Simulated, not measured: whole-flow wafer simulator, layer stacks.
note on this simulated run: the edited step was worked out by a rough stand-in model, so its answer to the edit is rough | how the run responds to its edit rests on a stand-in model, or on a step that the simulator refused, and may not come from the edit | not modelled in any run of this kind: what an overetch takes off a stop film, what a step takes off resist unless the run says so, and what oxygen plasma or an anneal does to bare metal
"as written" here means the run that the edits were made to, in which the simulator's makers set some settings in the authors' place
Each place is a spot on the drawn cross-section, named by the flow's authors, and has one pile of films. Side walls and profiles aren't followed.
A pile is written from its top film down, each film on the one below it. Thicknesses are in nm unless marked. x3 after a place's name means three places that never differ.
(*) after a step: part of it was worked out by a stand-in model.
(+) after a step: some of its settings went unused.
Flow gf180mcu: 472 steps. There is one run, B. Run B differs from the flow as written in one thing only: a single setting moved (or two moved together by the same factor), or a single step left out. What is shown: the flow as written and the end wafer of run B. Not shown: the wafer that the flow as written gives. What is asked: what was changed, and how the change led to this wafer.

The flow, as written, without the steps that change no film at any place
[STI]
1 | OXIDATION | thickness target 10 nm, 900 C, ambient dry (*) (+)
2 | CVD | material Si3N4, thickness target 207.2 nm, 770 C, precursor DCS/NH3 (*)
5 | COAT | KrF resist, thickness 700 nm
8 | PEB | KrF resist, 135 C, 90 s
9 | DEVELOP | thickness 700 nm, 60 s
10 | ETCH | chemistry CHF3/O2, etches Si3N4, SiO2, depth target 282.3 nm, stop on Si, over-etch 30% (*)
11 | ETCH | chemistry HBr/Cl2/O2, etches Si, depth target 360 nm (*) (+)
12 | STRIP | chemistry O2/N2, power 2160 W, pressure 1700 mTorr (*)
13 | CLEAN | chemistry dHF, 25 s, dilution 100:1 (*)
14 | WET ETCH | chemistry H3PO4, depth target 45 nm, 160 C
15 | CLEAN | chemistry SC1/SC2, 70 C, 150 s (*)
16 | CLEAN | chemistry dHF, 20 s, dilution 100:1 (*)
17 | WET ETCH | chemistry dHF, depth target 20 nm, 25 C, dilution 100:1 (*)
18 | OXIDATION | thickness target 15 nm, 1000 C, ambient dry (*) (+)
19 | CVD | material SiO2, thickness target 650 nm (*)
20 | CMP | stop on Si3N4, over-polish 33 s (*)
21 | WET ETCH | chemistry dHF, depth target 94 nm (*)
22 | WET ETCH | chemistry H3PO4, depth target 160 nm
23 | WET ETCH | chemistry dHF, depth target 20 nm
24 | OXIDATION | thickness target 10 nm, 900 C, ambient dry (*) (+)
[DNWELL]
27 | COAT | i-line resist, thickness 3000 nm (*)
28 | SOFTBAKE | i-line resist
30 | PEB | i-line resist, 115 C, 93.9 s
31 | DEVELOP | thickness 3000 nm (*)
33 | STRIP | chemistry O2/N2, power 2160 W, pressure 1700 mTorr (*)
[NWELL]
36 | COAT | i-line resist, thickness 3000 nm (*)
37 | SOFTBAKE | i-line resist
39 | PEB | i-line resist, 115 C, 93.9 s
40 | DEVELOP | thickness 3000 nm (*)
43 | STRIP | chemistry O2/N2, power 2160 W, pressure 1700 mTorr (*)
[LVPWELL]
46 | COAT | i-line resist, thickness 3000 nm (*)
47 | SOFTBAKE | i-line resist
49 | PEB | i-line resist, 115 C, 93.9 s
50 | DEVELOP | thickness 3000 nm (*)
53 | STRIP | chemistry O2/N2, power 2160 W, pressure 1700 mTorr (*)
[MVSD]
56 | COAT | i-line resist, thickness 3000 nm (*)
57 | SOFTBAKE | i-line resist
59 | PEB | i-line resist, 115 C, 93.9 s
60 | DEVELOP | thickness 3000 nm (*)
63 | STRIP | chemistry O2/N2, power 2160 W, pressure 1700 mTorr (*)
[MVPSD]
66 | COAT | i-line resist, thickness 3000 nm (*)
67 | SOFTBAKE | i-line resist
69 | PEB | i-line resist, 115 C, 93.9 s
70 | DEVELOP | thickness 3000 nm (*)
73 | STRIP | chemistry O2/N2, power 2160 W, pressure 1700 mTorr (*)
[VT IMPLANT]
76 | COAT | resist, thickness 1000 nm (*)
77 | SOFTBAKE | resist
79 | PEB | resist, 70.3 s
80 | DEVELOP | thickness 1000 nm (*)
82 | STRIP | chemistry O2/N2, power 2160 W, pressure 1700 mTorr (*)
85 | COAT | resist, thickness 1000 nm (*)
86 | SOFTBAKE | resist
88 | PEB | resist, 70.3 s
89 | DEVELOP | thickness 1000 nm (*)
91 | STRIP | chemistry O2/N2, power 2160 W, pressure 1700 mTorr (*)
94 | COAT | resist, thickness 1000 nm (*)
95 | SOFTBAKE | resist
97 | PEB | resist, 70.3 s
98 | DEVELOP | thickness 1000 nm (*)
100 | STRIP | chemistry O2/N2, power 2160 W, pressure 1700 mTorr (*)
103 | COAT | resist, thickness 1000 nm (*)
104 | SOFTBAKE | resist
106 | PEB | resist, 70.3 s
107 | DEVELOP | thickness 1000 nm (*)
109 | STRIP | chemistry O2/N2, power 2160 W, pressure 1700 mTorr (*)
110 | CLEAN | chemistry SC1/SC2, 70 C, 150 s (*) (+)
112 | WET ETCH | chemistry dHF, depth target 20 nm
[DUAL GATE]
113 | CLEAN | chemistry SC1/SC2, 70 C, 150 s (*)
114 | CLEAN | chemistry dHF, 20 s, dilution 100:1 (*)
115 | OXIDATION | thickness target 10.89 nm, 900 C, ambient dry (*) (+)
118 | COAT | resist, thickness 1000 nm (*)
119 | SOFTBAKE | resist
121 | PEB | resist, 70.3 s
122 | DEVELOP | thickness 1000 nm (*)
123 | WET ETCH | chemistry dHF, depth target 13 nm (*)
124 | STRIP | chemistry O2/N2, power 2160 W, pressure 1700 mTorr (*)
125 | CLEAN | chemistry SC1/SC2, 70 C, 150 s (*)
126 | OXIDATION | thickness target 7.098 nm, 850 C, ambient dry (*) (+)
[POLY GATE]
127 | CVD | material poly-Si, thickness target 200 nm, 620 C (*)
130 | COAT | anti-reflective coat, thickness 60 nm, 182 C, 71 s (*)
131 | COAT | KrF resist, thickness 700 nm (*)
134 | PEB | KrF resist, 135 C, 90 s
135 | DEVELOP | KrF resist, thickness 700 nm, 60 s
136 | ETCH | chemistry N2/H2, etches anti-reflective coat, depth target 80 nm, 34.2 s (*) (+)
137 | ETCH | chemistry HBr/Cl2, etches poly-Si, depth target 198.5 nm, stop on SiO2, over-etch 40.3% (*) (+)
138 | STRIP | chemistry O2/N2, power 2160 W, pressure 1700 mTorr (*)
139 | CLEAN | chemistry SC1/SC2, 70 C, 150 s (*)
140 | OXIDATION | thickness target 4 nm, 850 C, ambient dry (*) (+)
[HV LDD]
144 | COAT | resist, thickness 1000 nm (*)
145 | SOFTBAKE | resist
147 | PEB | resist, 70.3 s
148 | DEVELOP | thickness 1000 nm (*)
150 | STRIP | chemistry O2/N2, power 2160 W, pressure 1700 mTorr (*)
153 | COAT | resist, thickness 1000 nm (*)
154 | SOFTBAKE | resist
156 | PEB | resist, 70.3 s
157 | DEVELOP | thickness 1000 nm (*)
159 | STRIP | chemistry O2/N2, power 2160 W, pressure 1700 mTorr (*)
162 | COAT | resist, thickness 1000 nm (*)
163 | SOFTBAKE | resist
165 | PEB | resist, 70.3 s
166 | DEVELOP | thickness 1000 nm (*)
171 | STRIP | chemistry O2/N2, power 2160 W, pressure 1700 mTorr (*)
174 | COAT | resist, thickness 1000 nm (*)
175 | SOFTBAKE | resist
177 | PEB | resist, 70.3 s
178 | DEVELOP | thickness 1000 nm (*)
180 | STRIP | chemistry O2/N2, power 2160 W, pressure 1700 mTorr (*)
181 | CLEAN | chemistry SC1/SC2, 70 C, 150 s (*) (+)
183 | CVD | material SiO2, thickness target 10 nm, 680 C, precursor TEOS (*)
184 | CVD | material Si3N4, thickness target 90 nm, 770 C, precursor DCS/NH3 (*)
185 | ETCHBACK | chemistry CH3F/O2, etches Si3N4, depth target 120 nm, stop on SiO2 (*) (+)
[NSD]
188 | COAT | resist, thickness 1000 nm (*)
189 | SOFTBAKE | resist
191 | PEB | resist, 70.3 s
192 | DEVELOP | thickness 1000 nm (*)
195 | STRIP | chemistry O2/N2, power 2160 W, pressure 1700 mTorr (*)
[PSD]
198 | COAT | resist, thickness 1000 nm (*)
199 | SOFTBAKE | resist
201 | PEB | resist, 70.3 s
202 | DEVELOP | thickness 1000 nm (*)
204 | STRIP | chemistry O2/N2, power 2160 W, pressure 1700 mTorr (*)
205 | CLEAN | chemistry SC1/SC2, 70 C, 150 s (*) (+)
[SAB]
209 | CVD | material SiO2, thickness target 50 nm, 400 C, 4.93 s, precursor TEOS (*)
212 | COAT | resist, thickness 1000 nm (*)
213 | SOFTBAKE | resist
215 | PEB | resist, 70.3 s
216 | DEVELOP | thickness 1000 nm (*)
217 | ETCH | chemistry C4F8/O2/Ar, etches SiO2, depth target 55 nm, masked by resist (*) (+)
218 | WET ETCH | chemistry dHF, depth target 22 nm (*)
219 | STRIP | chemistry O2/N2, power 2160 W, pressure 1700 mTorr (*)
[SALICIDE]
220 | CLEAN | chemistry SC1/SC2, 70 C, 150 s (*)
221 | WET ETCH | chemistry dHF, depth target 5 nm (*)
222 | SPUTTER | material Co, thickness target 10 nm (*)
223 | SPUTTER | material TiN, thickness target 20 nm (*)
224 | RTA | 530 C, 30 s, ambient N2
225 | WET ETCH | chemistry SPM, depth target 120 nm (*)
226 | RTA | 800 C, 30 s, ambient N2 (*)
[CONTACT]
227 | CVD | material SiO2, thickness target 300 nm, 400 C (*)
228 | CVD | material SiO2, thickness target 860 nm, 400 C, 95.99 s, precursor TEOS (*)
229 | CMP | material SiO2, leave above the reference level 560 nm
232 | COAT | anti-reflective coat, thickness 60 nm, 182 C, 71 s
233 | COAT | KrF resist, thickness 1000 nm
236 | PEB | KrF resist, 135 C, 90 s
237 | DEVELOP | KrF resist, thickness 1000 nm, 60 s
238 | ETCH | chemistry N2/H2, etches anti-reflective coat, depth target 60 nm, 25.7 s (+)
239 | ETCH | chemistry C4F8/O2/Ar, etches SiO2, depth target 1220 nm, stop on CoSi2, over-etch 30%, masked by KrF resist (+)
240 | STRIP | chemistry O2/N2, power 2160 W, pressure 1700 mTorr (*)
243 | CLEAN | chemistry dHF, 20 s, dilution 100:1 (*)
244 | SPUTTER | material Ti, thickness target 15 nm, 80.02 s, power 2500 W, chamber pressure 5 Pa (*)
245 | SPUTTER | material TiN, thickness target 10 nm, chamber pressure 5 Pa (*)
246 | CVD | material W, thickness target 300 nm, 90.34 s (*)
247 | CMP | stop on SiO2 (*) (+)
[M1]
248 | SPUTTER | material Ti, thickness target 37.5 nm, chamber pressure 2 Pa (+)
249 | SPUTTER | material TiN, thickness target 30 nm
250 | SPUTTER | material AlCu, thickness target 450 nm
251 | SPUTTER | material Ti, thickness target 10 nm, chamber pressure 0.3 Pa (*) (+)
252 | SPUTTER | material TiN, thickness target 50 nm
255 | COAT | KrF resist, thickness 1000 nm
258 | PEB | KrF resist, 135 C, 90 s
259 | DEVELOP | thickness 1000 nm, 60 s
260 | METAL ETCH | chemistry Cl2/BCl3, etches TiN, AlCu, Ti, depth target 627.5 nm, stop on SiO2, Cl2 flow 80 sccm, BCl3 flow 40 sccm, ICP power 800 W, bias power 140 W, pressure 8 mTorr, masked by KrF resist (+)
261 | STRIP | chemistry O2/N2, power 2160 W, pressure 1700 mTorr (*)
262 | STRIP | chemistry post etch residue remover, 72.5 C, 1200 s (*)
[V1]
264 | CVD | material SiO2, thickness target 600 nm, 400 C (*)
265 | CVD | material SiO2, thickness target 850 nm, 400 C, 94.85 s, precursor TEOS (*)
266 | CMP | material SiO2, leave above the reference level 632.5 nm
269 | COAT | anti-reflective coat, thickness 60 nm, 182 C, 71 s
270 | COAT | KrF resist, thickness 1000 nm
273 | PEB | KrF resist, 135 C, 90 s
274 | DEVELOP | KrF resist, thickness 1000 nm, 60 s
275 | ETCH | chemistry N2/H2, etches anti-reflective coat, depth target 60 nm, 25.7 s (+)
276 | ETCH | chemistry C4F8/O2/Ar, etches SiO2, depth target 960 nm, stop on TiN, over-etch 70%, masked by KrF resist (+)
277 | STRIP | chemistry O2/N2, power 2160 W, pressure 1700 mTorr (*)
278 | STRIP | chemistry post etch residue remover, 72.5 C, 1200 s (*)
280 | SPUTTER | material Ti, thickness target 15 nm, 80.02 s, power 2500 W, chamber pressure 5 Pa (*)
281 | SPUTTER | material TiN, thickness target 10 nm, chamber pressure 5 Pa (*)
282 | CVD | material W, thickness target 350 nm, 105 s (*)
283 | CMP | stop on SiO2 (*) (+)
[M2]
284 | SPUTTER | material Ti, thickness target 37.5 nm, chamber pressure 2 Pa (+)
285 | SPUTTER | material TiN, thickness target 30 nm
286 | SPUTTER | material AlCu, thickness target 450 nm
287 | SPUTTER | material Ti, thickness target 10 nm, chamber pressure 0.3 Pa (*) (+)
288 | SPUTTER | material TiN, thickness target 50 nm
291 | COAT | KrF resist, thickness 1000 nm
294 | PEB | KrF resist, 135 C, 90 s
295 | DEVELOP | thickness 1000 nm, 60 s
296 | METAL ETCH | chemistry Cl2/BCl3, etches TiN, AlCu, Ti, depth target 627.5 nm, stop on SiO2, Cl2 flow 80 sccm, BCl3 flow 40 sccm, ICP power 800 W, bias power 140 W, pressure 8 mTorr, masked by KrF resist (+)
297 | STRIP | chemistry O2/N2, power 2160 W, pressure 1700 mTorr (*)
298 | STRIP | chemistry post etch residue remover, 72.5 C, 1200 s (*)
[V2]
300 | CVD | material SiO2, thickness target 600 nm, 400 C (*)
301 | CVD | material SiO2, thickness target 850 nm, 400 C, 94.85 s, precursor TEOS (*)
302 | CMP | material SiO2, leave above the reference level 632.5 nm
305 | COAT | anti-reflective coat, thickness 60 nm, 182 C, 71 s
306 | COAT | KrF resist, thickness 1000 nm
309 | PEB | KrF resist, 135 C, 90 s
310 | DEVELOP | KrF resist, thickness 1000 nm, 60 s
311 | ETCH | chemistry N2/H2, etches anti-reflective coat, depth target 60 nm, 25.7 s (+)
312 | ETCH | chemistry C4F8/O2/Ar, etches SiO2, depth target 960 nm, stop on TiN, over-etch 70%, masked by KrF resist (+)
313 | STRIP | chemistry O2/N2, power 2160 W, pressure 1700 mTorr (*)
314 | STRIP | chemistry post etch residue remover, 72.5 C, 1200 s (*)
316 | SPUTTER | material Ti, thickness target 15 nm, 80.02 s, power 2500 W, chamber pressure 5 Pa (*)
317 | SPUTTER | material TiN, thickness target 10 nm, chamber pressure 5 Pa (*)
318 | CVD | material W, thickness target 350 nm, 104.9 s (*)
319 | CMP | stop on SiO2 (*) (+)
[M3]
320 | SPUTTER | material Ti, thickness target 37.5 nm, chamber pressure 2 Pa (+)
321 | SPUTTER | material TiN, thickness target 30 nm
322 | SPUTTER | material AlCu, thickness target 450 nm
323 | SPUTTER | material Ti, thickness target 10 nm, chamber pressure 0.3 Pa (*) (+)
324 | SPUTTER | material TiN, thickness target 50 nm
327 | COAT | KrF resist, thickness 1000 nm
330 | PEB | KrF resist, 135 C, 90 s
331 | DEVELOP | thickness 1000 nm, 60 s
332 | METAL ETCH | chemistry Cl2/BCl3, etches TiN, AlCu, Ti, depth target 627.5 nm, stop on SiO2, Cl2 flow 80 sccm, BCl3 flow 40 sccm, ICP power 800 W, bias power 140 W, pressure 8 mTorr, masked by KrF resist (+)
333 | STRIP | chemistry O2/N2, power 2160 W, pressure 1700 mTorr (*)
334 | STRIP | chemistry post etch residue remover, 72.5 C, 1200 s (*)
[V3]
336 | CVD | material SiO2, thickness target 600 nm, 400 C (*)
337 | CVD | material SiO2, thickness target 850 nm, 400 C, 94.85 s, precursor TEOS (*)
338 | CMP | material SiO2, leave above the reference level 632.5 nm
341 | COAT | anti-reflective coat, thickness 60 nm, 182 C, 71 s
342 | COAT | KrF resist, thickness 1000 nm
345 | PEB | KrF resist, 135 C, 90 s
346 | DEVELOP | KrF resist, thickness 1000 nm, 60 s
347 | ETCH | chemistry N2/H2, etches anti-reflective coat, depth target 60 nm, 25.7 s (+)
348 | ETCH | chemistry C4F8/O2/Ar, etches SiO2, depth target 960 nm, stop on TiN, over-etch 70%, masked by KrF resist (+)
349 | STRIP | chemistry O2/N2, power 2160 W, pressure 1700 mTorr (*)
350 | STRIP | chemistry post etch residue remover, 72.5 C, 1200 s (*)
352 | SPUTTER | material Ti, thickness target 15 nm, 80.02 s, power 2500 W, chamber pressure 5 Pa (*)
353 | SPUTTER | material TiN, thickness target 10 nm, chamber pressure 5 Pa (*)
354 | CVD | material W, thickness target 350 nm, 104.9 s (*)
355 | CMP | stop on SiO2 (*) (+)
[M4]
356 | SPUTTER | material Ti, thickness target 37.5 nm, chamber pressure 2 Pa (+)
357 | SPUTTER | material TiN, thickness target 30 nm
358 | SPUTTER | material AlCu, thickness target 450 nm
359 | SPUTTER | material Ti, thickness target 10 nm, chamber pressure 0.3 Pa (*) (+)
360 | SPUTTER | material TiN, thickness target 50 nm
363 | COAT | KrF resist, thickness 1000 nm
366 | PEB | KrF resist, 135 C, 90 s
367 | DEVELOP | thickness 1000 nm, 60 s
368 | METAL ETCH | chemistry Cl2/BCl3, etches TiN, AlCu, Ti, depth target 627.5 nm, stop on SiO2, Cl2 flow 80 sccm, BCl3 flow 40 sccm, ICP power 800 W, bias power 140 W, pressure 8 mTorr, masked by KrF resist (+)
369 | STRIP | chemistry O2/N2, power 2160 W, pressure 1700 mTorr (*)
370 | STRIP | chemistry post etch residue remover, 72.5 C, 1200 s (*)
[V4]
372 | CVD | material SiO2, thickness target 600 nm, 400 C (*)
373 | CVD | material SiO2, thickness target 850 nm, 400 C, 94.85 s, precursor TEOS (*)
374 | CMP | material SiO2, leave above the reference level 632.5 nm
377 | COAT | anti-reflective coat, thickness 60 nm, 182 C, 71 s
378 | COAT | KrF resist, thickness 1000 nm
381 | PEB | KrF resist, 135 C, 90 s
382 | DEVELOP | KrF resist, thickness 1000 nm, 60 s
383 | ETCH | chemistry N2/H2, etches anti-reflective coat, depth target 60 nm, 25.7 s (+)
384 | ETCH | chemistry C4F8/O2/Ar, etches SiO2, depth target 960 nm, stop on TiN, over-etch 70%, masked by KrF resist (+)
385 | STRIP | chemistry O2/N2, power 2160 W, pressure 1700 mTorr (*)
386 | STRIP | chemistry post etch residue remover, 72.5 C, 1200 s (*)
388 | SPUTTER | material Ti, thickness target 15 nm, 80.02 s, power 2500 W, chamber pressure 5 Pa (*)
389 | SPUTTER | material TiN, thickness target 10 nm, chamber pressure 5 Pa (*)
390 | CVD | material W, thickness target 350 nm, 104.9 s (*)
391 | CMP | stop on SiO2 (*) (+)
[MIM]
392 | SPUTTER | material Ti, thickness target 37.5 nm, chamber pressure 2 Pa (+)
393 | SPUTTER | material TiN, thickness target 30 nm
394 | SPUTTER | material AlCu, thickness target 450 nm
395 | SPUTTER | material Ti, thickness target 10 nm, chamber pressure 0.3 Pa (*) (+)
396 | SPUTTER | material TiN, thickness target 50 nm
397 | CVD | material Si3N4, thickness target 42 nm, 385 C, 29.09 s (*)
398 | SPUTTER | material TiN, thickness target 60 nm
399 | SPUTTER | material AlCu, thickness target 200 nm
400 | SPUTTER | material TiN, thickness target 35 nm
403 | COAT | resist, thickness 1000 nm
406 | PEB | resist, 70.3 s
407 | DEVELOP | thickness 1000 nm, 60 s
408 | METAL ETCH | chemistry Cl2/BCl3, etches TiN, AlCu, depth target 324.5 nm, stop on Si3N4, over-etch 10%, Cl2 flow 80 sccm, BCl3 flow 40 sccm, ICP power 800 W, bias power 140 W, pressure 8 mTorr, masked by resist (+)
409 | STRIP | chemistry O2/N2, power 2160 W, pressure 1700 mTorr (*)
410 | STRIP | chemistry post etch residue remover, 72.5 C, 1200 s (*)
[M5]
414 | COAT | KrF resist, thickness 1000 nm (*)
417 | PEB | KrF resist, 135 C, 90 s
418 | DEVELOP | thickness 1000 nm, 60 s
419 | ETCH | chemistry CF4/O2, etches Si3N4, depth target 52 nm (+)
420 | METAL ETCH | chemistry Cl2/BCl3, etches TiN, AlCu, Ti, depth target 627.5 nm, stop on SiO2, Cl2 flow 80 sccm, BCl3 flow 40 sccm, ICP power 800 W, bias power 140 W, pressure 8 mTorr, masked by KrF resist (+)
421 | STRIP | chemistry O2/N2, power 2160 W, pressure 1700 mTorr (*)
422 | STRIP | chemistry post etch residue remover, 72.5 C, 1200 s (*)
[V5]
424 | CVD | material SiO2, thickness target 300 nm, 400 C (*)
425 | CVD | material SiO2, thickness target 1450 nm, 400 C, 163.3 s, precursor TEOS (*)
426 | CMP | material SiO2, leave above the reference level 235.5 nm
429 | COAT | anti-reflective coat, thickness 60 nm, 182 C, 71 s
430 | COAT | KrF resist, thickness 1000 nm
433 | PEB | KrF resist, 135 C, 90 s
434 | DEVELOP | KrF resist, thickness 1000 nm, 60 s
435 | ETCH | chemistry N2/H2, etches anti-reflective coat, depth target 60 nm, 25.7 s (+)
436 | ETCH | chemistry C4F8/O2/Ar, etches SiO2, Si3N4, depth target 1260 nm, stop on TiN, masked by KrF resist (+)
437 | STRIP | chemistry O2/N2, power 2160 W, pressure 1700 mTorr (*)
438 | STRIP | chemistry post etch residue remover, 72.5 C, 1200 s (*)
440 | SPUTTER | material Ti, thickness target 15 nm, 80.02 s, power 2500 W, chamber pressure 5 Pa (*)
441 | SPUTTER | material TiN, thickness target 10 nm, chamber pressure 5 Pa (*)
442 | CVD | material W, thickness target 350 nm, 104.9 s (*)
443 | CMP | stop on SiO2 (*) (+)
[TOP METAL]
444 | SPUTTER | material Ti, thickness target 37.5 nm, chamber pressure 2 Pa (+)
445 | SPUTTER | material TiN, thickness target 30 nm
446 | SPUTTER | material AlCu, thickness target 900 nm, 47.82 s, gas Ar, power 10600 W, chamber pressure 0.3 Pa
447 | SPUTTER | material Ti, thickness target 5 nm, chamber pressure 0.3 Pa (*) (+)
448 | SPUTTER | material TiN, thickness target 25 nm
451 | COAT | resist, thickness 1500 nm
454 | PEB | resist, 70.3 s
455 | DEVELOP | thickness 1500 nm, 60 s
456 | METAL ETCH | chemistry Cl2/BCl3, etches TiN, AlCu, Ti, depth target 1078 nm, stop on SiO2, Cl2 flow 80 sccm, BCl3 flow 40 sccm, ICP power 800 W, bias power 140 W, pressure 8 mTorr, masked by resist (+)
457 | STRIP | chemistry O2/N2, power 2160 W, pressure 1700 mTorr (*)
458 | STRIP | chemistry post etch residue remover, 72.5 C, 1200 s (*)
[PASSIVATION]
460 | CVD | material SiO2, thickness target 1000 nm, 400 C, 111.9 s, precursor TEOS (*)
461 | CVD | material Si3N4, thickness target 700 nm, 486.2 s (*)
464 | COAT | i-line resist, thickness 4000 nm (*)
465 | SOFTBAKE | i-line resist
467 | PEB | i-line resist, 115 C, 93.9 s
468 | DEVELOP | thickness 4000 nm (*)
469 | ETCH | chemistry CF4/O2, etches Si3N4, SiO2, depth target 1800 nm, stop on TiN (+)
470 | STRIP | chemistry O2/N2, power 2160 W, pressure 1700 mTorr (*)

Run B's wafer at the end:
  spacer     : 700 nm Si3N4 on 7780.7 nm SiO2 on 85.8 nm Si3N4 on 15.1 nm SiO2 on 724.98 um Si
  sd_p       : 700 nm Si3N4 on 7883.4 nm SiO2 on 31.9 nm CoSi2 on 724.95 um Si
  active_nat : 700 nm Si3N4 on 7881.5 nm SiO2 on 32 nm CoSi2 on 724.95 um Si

What caused this: step 183, CVD: thickness target 7.9 nm was run, while the flow as written has thickness target 10 nm.

Step by step, how the change led to this:
  183 | CVD | material SiO2, thickness target 10 nm, 680 C, precursor TEOS (*)
      field, field__w1, field__w2 and 99 more: +7.9 SiO2 (as written it would have been: +10 SiO2)
      ld_drift_p: +7.8 SiO2 (as written it would have been: +9.87 SiO2)
      (also at 1 further place)
  189 | SOFTBAKE | resist
      field: -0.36 resist (as written it would have been: +3.56 resist)
      active_hv: -0.5 resist (as written it would have been: +2.68 resist)
      (also at 3 further places)
  199 | SOFTBAKE | resist
      field: -0.36 resist (as written it would have been: +3.56 resist)
      active_hv: -0.5 resist (as written it would have been: +2.68 resist)
      (also at 3 further places)
  218 | WET ETCH | chemistry dHF, depth target 22 nm (*)
      gate, gate_hv, gate_p and 23 more: -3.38 SiO2 (all of it) (as written it would have been: -5.48 SiO2 (all of it))
      active, p_well, sd_n, iso_ptap_pw, iso_ntap_nw, iso_ptap_sub, vpnp_e: -6.91 SiO2 (all of it) (as written it would have been: -9.01 SiO2 (all of it))
      (also at 16 further places)
